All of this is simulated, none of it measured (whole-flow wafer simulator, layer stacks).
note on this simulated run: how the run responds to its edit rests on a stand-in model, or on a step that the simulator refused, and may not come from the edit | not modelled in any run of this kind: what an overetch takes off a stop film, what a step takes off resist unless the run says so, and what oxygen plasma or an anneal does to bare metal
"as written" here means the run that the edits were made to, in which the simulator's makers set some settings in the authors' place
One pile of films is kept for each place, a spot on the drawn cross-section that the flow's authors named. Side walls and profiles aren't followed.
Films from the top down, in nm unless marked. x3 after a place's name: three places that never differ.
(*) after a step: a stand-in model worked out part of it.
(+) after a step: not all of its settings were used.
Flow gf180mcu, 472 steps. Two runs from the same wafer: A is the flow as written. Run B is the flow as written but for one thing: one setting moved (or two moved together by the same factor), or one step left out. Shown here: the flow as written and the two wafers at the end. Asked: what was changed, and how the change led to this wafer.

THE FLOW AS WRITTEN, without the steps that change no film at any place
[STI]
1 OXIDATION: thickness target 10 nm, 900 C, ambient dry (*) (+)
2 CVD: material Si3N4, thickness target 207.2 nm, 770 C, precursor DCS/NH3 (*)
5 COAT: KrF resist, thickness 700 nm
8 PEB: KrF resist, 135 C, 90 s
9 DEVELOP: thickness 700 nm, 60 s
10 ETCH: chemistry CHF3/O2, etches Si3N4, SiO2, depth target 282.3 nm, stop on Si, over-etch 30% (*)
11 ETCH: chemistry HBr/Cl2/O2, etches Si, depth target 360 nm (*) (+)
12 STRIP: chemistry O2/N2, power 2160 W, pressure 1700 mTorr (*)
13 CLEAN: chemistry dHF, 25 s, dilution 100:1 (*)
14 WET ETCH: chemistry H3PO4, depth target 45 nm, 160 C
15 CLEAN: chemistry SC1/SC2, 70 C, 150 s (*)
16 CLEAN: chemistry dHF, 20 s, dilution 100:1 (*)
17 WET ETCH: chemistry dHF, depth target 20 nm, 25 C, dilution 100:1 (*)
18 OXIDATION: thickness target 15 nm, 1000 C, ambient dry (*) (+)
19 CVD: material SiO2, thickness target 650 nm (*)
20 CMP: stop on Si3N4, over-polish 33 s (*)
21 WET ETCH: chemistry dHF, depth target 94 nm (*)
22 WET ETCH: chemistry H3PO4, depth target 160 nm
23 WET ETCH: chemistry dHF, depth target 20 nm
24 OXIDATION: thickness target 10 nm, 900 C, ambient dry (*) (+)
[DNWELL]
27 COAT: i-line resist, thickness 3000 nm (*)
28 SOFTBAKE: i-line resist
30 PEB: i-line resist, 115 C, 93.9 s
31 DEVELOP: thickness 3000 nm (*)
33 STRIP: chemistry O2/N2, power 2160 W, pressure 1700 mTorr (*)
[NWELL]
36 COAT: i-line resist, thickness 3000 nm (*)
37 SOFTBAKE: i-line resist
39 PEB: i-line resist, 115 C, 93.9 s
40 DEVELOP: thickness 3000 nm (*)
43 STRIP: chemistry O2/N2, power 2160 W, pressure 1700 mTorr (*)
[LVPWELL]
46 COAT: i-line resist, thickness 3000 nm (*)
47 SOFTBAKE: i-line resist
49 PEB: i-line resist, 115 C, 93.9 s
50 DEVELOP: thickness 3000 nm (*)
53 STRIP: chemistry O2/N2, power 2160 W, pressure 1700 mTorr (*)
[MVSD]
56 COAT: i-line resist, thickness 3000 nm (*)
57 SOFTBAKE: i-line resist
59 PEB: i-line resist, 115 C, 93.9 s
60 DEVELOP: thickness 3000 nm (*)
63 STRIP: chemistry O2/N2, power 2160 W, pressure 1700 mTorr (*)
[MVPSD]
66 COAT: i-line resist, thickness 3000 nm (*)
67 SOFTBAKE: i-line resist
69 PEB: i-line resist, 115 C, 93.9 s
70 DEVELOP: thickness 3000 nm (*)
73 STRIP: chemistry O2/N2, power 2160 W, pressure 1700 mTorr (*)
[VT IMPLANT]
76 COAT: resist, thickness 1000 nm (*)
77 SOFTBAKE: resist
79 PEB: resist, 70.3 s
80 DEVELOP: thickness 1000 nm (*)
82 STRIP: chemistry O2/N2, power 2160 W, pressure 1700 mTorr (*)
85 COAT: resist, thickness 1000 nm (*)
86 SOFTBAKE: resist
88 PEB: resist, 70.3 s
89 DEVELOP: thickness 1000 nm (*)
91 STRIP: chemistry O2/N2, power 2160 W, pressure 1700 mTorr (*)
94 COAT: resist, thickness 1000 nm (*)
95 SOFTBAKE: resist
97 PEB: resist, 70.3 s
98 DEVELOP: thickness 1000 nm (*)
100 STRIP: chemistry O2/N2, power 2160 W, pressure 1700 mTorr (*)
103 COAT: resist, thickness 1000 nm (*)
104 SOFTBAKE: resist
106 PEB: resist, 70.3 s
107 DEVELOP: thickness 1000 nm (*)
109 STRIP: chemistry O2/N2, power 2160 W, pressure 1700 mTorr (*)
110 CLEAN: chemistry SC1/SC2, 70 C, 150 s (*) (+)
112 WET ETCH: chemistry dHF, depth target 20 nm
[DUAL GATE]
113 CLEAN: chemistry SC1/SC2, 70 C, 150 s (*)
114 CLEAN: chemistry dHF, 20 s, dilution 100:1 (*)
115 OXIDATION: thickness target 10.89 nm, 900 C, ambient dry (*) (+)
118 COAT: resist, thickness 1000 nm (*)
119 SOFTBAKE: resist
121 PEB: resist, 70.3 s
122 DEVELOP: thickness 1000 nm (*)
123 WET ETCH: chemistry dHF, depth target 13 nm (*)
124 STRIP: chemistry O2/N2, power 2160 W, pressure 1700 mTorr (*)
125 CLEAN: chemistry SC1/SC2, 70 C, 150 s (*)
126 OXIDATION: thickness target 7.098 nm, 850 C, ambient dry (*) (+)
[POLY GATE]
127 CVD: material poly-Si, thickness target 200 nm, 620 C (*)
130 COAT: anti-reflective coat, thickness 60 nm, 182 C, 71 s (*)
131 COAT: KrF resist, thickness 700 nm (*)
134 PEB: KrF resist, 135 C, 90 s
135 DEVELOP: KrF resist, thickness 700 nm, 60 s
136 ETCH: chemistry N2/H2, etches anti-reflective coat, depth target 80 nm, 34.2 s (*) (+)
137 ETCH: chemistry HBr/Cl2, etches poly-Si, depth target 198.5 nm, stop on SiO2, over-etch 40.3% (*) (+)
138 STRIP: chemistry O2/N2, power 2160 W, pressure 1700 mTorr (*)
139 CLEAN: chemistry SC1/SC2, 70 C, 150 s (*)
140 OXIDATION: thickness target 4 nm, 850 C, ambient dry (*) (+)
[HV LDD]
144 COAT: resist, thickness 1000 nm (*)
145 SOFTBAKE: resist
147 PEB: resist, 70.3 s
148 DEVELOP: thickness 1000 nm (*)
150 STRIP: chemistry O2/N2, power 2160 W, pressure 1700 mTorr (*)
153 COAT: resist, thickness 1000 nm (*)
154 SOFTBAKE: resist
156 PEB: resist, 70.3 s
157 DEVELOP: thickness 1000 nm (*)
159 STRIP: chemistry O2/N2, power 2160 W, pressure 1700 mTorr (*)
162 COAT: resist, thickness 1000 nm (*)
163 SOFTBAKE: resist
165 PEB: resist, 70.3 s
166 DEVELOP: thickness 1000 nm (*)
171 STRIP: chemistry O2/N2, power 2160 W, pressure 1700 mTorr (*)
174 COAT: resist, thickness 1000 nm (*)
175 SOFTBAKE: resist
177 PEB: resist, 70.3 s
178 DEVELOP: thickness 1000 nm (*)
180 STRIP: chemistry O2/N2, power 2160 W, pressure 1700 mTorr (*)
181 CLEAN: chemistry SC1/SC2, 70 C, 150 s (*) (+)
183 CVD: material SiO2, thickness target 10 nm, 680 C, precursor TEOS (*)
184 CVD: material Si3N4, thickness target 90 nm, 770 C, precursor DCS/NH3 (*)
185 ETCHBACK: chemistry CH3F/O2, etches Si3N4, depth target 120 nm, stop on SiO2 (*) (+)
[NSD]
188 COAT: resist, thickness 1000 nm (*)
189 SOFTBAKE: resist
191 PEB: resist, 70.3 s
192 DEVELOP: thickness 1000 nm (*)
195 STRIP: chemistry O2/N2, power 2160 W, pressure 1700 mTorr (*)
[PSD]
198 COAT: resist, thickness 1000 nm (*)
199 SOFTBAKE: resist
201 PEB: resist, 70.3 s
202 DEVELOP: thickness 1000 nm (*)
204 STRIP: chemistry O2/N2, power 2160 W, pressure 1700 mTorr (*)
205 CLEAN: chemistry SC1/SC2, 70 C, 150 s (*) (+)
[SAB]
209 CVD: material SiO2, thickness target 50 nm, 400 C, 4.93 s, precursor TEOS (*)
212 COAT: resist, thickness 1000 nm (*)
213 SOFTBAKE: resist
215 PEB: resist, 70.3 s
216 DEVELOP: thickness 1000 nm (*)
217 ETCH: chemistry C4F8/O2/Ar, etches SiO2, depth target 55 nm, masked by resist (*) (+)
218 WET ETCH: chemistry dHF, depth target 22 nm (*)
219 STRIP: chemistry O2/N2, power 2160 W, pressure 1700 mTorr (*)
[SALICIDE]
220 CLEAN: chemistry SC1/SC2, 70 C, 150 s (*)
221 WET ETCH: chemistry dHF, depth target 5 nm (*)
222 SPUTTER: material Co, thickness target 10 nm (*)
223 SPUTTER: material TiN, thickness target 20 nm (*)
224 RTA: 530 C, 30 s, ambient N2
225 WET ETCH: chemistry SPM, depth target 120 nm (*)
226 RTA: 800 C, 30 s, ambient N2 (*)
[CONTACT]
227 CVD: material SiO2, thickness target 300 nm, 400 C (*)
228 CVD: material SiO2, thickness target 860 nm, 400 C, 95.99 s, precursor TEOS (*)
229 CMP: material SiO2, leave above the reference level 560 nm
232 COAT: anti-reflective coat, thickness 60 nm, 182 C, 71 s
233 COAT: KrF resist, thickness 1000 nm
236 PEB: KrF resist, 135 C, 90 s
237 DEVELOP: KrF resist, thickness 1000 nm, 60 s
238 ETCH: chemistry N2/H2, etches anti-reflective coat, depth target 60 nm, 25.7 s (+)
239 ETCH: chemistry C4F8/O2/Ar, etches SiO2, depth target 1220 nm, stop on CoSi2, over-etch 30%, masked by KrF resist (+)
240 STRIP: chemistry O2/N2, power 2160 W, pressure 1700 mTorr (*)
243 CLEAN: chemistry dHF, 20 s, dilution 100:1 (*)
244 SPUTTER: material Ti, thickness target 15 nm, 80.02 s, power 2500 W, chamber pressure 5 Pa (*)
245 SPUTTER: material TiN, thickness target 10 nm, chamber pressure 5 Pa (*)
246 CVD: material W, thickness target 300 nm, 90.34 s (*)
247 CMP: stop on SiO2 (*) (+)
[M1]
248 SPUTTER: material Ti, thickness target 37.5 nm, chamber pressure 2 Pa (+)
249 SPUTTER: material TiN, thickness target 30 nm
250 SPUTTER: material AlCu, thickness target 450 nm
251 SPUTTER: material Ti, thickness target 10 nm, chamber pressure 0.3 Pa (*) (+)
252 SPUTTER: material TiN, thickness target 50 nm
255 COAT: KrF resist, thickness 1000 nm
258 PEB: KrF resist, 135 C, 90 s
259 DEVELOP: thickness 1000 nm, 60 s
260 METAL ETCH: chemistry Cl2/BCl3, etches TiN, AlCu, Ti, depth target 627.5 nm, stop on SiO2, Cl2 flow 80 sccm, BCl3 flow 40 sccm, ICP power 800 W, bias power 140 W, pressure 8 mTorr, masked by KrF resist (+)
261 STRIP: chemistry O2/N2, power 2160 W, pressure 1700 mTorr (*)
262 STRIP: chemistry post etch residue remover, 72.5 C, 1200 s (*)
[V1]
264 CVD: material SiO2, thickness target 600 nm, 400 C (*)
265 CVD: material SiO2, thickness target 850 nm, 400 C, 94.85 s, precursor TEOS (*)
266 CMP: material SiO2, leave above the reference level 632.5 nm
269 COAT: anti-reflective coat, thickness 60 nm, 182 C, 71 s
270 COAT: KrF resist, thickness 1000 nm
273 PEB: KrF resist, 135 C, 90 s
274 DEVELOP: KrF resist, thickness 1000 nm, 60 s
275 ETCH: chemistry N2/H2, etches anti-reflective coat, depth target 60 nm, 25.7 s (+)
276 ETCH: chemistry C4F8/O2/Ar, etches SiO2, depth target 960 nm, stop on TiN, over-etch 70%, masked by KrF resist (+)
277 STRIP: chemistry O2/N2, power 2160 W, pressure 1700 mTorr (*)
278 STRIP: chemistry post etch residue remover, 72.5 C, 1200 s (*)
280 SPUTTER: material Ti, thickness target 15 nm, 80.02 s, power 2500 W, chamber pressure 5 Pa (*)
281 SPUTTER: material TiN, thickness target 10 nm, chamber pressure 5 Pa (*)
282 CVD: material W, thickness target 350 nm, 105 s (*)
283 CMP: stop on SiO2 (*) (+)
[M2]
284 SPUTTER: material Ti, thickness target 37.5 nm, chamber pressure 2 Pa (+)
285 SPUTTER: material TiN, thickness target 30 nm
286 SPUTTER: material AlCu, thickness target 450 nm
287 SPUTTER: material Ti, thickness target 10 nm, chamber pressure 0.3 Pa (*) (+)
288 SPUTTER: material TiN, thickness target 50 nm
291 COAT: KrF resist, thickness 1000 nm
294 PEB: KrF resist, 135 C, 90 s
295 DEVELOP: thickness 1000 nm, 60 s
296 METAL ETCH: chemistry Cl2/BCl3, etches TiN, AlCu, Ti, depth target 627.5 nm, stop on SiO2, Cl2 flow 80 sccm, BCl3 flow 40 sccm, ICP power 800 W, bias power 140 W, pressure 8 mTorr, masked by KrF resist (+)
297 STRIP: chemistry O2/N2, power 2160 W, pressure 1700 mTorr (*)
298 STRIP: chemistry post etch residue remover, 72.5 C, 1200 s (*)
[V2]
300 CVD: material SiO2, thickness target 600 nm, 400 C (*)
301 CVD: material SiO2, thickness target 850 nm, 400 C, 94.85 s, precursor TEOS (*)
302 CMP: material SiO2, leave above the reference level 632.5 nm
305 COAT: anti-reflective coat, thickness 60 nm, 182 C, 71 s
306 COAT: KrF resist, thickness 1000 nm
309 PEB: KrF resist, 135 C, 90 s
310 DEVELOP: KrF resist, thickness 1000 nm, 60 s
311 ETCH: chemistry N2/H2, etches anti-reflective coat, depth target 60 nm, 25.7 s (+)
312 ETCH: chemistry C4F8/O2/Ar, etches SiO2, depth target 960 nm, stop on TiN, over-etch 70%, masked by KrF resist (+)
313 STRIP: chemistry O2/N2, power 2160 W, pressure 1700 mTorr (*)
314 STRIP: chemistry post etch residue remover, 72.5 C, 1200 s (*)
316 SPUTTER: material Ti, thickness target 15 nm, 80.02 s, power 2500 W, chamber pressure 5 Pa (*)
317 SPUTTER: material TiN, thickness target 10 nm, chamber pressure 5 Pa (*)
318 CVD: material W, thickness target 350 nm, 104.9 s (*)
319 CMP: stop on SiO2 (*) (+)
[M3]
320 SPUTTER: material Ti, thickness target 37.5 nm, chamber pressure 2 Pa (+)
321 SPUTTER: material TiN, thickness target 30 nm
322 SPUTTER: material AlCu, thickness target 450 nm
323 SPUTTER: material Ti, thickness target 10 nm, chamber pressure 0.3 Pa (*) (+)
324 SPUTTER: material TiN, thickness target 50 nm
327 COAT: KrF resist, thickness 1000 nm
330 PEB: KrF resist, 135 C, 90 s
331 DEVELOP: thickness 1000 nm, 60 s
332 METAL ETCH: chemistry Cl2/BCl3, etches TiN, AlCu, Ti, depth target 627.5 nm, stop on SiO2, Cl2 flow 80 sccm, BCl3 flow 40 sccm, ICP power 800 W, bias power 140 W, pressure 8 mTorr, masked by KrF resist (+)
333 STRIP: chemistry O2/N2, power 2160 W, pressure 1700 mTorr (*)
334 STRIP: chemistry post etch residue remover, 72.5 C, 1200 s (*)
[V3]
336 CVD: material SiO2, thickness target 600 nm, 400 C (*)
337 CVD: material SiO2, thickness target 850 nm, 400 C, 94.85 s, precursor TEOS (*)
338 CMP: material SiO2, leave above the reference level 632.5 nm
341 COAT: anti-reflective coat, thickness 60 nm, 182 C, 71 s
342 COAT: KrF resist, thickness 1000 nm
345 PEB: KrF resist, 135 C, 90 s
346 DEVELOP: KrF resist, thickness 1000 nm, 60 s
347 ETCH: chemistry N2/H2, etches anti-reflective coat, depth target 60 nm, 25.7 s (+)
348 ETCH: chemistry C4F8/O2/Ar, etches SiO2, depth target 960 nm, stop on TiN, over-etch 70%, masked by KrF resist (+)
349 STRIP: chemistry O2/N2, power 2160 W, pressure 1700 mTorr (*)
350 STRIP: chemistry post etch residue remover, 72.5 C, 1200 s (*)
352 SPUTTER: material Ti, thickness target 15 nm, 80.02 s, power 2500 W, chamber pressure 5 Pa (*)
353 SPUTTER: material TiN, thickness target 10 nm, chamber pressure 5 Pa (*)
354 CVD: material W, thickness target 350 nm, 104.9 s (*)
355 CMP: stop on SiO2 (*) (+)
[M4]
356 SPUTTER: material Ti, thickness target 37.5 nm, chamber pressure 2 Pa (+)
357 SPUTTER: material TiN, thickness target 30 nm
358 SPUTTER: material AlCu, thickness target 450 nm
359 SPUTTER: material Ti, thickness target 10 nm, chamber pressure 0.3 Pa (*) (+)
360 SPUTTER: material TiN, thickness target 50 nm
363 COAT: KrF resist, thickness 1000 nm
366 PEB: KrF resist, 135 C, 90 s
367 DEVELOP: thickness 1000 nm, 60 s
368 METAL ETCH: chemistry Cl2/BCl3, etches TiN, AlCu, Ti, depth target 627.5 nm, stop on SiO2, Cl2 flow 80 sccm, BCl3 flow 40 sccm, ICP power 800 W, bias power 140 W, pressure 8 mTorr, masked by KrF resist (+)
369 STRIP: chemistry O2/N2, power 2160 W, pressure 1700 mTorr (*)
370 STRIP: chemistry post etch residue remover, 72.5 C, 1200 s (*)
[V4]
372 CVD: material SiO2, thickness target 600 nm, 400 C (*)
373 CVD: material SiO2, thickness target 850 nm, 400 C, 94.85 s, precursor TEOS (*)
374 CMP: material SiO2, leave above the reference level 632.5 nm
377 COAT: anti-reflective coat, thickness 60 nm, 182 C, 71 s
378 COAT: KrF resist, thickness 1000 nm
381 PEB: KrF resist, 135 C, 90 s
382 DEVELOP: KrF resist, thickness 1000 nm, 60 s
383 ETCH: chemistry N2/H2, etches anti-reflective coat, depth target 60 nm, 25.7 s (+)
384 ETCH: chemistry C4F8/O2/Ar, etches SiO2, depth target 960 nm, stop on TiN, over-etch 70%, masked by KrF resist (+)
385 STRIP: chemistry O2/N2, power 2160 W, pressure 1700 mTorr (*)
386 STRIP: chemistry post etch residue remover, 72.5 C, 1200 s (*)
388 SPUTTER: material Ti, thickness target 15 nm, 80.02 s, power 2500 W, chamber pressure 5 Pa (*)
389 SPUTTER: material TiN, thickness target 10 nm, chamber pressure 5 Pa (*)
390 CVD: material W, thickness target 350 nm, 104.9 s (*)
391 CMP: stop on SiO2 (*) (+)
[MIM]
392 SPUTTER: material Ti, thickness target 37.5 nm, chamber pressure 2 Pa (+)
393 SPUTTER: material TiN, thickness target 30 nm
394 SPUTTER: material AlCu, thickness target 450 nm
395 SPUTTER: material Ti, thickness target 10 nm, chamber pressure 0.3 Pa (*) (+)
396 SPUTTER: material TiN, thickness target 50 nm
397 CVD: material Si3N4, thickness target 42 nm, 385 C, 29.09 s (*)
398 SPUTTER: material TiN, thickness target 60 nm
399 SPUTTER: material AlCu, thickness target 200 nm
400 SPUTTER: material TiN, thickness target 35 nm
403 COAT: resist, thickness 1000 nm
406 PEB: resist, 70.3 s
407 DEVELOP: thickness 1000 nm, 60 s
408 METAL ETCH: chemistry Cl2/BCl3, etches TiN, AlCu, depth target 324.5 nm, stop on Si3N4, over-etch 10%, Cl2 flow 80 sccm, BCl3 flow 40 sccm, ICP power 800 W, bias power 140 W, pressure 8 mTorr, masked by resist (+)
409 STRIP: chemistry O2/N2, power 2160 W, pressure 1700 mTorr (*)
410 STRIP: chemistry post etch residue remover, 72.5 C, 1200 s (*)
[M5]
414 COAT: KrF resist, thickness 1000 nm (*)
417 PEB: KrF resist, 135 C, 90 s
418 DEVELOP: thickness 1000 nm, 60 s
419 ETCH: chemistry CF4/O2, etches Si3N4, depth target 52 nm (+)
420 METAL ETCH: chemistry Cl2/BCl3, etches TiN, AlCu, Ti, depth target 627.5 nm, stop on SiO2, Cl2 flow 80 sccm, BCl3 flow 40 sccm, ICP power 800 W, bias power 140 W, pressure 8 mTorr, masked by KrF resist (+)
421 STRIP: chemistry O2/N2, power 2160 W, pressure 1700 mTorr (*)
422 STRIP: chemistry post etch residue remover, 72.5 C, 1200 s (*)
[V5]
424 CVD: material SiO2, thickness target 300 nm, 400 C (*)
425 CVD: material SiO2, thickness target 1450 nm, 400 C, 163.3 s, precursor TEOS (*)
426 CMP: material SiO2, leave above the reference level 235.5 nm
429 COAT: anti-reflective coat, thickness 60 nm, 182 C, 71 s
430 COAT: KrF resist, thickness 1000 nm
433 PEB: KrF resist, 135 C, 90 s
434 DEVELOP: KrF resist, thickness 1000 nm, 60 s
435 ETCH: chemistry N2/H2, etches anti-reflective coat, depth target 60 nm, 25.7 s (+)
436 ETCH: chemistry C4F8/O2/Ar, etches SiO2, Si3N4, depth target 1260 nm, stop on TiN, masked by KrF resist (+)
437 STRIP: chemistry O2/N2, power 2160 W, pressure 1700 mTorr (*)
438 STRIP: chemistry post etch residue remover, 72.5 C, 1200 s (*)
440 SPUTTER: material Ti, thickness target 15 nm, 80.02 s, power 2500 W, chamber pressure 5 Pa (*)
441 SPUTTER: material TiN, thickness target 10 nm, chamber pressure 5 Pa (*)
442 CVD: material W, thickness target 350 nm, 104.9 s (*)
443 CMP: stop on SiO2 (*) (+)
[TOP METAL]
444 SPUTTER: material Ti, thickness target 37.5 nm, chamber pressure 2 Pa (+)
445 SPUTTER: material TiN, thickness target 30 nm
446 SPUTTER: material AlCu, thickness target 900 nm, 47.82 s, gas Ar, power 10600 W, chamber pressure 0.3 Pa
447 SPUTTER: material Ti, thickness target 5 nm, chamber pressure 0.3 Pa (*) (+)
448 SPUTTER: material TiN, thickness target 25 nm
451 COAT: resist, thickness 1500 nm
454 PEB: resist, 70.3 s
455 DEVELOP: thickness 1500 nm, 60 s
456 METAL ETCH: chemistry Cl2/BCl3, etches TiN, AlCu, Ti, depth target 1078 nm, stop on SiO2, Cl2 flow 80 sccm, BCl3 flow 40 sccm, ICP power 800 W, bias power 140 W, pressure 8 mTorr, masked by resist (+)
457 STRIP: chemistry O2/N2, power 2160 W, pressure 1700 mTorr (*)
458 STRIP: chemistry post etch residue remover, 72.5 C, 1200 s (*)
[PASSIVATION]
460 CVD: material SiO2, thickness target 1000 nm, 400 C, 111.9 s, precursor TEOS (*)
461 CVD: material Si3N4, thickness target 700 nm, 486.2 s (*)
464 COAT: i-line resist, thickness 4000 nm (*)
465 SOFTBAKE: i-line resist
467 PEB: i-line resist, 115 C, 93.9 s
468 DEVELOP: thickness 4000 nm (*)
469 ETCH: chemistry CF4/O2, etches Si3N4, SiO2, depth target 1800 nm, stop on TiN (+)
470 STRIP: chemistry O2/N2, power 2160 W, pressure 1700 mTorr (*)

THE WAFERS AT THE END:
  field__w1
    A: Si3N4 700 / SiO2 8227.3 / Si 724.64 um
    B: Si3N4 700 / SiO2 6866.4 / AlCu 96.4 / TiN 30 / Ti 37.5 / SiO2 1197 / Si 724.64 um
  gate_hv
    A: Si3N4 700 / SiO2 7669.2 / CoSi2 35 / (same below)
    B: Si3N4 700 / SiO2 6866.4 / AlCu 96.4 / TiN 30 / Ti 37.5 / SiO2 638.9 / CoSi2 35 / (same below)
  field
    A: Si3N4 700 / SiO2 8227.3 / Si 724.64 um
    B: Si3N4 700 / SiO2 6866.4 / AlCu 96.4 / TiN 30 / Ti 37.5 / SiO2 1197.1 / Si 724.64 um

The cause: step 260, METAL ETCH: depth target 407.9 nm was run, where the flow has depth target 627.5 nm.

How the change led to this, step by step:
  260 METAL ETCH: chemistry Cl2/BCl3, etches TiN, AlCu, Ti, depth target 627.5 nm, stop on SiO2, Cl2 flow 80 sccm, BCl3 flow 40 sccm, ICP power 800 W, bias power 140 W, pressure 8 mTorr, masked by KrF resist (+)
      field, field__w1, field__w2 and 99 more: A TiN -50 (all of it), Ti -10 (all of it), AlCu -450 (all of it), TiN -30 (all of it), Ti -37.5 (all of it) | B TiN -50 (all of it), Ti -10 (all of it), AlCu -347.9
      field__w8, contact, m1 and 6 more: A KrF resist -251 | B KrF resist -163.2
  261 STRIP: chemistry O2/N2, power 2160 W, pressure 1700 mTorr (*)
      field__w8, contact, m1 and 6 more: A KrF resist -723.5 (all of it) | B KrF resist -811.4 (all of it)
  262 STRIP: chemistry post etch residue remover, 72.5 C, 1200 s (*)
      field, field__w1, field__w2 and 99 more: A nothing | B AlCu -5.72
  264 CVD: material SiO2, thickness target 600 nm, 400 C (*)
      field, field__w1, field__w2 and 99 more: A SiO2 +600 | B SiO2 +600 (new film)
  266 CMP: material SiO2, leave above the reference level 632.5 nm
      field, field__w1, field__w2 and 99 more: A SiO2 -300 | B SiO2 -463.9
Counting metal films that touch as one body, field__w1 has 1 body; the flow as written gives 0 bodies.
Counting metal films that touch as one body, gate_hv has 2 bodies (between them, from the top down: SiO2 638.9); the flow as written gives 1 body.
Counting metal films that touch as one body, field has 1 body; the flow as written gives 0 bodies.
